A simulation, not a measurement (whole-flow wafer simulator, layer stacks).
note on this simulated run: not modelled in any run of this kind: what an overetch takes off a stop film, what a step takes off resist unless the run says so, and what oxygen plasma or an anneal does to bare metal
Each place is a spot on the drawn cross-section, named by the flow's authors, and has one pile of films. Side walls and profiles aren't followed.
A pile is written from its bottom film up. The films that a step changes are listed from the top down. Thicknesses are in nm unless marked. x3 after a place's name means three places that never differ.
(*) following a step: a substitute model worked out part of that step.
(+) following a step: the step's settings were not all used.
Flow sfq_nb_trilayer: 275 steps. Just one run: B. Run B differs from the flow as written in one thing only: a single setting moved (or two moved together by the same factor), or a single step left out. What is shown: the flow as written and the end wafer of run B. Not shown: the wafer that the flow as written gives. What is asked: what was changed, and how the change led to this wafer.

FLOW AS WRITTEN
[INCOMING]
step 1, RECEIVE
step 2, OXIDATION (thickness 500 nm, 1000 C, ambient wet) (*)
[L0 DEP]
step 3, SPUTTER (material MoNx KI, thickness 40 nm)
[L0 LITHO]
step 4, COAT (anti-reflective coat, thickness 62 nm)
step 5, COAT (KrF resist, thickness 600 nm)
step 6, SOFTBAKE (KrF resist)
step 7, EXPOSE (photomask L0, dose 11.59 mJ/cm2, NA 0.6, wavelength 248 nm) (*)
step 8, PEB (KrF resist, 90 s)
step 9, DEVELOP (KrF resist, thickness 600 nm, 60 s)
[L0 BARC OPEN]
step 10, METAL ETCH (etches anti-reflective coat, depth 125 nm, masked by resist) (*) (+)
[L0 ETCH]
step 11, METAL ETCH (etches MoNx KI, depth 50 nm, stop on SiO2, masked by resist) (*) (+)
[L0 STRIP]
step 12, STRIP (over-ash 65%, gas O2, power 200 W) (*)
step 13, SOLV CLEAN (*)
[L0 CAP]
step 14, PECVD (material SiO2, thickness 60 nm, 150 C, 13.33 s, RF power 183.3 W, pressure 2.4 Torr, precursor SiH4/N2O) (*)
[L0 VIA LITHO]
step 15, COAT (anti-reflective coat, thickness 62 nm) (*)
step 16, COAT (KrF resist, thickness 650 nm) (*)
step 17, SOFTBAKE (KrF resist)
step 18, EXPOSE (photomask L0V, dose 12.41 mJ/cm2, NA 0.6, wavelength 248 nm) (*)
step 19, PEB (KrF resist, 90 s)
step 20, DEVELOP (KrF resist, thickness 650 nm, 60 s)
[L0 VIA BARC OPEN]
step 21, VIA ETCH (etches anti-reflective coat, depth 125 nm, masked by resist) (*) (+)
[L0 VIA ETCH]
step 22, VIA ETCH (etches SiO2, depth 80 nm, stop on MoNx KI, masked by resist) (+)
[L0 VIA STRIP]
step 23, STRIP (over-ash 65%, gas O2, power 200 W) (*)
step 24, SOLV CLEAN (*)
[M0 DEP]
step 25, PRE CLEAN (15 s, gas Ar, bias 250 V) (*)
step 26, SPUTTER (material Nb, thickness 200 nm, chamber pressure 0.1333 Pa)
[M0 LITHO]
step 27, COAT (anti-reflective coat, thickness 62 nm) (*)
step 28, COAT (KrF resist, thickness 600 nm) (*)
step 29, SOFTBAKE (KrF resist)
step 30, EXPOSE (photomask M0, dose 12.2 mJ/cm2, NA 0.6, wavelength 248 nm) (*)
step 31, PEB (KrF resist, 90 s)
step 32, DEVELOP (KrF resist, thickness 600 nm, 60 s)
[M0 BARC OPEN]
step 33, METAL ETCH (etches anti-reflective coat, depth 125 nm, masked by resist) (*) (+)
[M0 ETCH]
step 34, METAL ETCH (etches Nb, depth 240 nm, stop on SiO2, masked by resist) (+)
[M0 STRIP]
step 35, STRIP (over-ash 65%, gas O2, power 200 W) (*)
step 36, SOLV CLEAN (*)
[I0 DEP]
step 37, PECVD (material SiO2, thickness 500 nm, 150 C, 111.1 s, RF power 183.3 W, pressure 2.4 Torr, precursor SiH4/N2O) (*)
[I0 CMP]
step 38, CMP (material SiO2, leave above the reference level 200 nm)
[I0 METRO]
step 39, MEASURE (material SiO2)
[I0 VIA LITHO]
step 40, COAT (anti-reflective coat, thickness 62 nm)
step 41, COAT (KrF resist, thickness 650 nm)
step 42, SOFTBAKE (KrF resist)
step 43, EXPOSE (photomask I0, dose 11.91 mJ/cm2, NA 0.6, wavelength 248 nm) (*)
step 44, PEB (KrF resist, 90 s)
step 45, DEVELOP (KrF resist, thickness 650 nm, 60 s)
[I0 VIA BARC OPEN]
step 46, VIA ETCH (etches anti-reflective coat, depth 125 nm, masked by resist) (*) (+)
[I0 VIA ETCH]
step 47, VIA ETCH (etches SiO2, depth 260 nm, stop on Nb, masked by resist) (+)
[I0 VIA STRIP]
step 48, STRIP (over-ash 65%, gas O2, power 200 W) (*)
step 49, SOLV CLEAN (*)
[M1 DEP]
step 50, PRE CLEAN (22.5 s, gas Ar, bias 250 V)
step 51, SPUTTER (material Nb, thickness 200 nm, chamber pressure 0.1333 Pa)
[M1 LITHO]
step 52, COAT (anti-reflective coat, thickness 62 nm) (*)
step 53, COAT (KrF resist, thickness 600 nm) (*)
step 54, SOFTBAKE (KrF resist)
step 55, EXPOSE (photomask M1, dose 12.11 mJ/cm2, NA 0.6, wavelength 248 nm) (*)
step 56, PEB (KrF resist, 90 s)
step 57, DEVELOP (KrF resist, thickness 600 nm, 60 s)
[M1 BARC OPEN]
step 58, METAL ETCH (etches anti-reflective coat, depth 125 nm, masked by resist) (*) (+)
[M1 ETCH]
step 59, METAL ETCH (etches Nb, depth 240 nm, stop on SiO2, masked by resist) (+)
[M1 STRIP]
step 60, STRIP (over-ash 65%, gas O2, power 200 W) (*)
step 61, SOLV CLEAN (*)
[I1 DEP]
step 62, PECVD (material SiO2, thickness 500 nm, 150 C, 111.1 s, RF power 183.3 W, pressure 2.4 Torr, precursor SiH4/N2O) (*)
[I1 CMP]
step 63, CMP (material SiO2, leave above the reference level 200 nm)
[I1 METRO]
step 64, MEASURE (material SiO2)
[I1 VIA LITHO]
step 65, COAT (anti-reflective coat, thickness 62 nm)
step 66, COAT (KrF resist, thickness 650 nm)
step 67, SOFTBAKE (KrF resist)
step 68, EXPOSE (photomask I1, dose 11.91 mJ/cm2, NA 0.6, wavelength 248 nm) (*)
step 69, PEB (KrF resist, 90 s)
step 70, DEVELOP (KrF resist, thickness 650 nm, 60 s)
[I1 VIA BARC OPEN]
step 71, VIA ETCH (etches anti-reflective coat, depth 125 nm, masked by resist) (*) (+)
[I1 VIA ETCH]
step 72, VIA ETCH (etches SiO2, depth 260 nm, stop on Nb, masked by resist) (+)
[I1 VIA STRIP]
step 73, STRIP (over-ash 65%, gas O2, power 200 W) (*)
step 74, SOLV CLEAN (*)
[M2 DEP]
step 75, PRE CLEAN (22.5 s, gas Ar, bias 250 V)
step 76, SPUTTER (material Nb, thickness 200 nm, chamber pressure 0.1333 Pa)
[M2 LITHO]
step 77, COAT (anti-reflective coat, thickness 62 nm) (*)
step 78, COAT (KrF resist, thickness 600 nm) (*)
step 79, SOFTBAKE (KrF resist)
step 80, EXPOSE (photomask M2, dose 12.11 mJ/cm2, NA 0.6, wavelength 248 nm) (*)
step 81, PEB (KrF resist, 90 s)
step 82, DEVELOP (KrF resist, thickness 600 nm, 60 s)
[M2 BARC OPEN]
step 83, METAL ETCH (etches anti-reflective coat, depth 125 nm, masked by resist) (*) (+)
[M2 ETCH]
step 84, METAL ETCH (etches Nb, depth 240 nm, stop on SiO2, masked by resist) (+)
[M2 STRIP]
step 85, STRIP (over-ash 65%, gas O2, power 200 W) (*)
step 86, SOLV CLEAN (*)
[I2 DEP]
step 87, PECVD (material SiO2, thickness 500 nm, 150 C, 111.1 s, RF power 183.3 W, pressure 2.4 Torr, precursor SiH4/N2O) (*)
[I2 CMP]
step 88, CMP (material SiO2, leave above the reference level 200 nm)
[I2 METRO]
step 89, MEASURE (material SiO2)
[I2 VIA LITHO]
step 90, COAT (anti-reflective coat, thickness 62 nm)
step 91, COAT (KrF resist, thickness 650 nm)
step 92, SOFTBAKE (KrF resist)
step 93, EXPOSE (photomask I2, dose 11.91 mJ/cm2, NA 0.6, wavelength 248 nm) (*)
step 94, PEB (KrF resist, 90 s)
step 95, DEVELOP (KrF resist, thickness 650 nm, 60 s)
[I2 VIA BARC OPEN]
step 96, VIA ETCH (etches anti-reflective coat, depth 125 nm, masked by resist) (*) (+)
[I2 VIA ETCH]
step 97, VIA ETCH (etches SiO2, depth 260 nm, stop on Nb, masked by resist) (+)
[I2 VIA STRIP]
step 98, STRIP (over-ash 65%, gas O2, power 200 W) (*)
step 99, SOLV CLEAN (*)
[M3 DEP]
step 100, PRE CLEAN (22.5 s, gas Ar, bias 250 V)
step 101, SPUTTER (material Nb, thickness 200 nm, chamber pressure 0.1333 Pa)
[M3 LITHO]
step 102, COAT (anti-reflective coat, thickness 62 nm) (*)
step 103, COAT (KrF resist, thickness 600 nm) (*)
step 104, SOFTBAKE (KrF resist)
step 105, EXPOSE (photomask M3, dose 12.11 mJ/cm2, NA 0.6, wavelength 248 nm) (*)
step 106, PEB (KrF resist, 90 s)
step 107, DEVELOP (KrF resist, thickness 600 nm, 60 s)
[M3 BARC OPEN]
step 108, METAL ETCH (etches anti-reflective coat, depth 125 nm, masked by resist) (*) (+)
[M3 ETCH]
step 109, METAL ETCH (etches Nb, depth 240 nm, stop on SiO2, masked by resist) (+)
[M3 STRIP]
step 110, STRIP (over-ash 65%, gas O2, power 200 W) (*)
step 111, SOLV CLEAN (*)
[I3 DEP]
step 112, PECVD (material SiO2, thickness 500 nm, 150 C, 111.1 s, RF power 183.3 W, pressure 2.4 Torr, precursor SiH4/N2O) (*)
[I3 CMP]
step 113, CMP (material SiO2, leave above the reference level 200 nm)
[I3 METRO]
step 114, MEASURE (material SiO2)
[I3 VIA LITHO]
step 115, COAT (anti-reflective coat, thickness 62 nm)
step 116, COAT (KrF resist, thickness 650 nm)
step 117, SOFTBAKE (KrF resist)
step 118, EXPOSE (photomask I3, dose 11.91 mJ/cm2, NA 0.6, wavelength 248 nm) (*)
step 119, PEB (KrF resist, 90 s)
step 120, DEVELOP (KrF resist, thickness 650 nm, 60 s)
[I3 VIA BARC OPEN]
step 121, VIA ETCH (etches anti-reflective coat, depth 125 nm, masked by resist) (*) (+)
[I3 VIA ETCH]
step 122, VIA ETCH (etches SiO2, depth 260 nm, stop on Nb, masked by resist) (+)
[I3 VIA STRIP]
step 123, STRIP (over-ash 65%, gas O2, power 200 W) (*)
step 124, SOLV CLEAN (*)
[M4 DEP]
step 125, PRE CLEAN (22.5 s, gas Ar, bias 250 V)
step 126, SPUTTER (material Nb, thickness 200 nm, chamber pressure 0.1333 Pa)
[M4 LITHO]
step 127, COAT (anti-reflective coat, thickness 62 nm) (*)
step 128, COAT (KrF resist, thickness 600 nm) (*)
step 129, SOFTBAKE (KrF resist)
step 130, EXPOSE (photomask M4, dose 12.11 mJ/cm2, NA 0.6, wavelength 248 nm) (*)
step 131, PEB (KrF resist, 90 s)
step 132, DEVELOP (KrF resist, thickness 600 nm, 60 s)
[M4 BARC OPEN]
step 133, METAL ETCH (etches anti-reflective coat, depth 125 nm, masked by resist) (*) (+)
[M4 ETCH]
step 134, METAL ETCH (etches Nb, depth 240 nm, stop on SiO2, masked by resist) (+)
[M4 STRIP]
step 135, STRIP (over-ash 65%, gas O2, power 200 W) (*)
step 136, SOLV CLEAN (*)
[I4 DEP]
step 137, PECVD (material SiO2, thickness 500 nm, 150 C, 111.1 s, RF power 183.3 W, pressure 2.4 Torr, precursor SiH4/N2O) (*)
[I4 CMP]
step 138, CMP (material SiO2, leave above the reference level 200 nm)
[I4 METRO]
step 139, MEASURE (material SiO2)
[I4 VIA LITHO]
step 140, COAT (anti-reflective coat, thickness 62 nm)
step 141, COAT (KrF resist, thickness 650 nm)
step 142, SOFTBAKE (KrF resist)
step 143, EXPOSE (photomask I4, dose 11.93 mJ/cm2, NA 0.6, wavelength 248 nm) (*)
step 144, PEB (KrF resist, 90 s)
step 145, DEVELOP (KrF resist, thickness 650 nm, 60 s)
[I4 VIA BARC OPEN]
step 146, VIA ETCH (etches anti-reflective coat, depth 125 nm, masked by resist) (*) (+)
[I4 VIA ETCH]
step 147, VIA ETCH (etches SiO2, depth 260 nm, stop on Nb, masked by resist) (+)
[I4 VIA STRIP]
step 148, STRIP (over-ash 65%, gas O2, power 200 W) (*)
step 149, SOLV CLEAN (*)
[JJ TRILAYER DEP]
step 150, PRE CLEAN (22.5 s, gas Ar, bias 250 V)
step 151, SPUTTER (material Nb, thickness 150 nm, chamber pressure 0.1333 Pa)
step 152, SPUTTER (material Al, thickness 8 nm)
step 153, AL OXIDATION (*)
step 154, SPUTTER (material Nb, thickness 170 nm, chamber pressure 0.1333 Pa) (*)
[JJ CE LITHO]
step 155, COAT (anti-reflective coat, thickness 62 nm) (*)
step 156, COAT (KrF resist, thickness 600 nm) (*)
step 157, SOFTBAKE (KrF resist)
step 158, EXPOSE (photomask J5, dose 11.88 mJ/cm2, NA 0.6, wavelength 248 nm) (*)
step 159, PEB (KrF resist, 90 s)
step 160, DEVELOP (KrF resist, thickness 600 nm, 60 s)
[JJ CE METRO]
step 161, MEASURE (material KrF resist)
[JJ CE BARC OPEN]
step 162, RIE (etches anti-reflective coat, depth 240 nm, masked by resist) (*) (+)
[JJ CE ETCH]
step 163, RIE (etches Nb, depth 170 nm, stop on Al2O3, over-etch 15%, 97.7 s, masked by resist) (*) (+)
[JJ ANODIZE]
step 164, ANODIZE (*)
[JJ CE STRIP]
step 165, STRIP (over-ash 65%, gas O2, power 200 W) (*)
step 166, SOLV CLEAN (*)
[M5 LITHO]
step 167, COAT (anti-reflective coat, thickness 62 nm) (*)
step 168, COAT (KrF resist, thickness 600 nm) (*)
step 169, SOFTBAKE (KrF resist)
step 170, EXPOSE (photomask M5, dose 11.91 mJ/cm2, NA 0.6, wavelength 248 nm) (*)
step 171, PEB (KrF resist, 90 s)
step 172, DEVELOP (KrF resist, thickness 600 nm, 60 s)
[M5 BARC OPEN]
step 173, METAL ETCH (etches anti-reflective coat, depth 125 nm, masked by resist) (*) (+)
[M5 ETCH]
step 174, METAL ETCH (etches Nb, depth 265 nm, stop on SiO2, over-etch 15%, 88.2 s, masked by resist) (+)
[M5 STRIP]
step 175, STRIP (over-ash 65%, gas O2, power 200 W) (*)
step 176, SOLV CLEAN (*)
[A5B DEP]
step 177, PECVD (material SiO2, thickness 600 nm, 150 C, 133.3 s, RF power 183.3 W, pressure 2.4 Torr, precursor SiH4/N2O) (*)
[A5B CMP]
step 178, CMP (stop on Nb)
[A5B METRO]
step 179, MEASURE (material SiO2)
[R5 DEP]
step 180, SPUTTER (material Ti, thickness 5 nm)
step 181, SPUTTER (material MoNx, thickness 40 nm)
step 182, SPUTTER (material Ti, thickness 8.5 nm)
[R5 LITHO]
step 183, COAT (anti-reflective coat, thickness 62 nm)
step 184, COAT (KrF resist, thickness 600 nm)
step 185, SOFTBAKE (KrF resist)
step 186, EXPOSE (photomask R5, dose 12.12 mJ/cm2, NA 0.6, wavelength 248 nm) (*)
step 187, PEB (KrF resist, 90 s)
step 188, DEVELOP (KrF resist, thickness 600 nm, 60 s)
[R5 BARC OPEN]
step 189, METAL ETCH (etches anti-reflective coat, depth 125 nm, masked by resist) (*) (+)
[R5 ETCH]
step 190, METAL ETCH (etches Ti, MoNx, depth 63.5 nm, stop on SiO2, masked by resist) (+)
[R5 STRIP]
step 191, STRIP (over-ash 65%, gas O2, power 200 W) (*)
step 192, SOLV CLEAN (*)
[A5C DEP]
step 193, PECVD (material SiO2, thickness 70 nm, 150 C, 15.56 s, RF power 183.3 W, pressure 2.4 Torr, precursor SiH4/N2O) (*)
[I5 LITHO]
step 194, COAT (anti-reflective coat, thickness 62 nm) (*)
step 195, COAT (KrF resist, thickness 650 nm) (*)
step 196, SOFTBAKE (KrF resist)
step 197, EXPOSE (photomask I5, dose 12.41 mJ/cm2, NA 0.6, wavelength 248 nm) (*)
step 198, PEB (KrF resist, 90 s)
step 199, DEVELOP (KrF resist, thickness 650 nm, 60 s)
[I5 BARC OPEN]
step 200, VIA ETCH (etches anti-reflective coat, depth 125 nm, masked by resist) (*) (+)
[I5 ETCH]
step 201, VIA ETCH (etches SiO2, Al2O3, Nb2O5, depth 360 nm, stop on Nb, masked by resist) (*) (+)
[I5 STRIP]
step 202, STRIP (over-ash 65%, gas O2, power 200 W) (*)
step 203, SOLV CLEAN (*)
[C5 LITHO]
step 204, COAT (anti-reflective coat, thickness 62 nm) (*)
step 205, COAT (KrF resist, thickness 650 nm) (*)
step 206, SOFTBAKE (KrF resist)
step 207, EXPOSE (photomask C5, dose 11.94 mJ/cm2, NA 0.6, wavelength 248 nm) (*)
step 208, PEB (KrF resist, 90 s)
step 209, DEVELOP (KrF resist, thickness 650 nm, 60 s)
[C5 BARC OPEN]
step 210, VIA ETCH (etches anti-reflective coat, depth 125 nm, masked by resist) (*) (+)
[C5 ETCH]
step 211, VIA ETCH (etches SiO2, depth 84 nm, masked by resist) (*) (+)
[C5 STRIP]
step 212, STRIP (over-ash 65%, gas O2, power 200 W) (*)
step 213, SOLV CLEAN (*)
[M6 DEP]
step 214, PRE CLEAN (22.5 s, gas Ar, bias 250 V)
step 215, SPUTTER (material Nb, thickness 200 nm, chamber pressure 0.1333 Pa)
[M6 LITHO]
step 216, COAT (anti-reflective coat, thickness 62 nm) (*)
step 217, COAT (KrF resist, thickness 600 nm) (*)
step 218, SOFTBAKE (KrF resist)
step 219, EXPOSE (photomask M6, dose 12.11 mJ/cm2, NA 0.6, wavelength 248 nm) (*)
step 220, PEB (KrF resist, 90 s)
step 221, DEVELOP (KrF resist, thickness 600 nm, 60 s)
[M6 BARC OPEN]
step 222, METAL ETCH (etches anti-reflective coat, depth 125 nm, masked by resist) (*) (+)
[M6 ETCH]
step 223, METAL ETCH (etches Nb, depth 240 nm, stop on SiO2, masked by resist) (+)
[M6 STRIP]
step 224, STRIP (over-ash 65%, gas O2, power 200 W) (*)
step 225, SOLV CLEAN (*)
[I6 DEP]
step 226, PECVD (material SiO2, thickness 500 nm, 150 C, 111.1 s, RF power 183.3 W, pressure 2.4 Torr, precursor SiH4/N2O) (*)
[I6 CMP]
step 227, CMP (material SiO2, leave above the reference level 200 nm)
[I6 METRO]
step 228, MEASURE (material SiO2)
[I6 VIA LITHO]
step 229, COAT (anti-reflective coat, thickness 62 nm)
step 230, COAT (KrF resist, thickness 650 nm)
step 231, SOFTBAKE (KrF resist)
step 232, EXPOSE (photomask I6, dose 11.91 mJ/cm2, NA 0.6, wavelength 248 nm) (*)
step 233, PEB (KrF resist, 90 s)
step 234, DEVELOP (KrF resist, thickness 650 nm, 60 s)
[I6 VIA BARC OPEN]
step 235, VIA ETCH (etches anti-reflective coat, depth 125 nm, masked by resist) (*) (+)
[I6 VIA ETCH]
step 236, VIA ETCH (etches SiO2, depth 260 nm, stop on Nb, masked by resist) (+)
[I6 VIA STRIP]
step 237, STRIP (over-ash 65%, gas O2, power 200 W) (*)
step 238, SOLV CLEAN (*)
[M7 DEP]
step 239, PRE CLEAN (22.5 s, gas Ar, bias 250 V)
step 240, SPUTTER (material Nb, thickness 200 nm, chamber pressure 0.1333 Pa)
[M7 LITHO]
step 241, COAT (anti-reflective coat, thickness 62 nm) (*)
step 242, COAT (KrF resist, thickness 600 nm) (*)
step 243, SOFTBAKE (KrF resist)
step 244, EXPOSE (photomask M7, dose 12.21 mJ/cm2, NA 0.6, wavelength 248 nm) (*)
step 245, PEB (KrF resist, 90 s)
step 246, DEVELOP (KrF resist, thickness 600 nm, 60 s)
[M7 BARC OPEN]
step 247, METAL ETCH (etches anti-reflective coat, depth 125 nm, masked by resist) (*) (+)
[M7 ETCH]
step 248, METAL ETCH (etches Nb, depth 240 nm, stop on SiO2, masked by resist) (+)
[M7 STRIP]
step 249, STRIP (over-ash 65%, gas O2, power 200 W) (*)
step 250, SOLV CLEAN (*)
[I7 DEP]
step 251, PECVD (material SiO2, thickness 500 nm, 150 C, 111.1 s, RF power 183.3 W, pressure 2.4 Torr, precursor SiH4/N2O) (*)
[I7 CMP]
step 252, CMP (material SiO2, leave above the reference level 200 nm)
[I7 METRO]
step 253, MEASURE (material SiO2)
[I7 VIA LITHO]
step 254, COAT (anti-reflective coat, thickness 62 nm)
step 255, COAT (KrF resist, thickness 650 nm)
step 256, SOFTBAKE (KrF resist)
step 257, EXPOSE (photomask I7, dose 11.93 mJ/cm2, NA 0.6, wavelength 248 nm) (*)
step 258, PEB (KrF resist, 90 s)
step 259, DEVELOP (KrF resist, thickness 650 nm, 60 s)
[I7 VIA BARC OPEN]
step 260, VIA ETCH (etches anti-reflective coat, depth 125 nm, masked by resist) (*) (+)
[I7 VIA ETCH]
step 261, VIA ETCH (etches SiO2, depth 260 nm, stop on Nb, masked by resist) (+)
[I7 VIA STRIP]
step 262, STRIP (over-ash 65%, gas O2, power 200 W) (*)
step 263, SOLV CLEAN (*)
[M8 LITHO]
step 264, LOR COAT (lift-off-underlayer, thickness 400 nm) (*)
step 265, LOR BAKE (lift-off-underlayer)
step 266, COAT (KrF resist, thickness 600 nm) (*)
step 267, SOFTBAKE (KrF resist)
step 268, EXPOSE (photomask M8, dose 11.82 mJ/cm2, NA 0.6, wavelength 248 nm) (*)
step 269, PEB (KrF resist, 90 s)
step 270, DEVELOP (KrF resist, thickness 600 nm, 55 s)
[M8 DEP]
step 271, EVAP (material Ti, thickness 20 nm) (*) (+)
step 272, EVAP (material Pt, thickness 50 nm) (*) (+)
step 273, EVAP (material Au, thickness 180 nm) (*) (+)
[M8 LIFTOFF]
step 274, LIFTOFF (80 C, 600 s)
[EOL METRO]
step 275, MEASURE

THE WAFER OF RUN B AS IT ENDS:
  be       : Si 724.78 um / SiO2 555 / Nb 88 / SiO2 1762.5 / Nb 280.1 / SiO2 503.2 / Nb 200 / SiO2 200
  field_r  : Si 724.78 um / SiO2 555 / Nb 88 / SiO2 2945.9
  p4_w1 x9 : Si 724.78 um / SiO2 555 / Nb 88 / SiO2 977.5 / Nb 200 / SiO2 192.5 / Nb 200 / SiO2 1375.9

Cause: step 26, SPUTTER: thickness 88 nm was run, while the flow as written has thickness 200 nm.
One can read it off the wafer: be has Nb 88, and step 26 as written asks for 200 nm.

The path from the change to this, step by step:
  step 26, SPUTTER (material Nb, thickness 200 nm, chamber pressure 0.1333 Pa)
      field_l, via_wl, via_w and 100 more: +88 Nb (new film) (as written it would have been: +200 Nb (new film))
      v_sur: +84.9 Nb (new film) (as written it would have been: +200 Nb (new film))
      (also at 2 further places)
  step 27, COAT (anti-reflective coat, thickness 62 nm) (*)
      v_sur: +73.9 anti-reflective coat (new film) (as written it would have been: +72.3 anti-reflective coat (new film))
  step 34, METAL ETCH (etches Nb, depth 240 nm, stop on SiO2, masked by resist) (+)
      field_l, v_sur, via_wl and 100 more: -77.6 KrF resist (as written it would have been: -141.2 KrF resist)
      moat, m0r_space_l x2: -88 Nb (all of it) (as written it would have been: -200 Nb (all of it))
  step 35, STRIP (over-ash 65%, gas O2, power 200 W) (*)
      p4_fl x3, p4_w1 x9, p4_g1 x2 and 57 more: -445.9 KrF resist (all of it), -62 anti-reflective coat (all of it) (as written it would have been: -382.4 KrF resist (all of it), -62 anti-reflective coat (all of it))
      c5j, ce_r, sp_r, be_r, r_sur, res: -452.5 KrF resist (all of it), -63.6 anti-reflective coat (all of it) (as written it would have been: -389 KrF resist (all of it), -63.6 anti-reflective coat (all of it))
      (also at 26 further places)
  step 37, PECVD (material SiO2, thickness 500 nm, 150 C, 111.1 s, RF power 183.3 W, pressure 2.4 Torr, precursor SiH4/N2O) (*)
      moat, m0r_space_l x2: +500 SiO2 (as written it would have been: +557.1 SiO2)
  step 38, CMP (material SiO2, leave above the reference level 200 nm)
      moat, m0r_space_l x2: -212 SiO2 (as written it would have been: -157.1 SiO2)
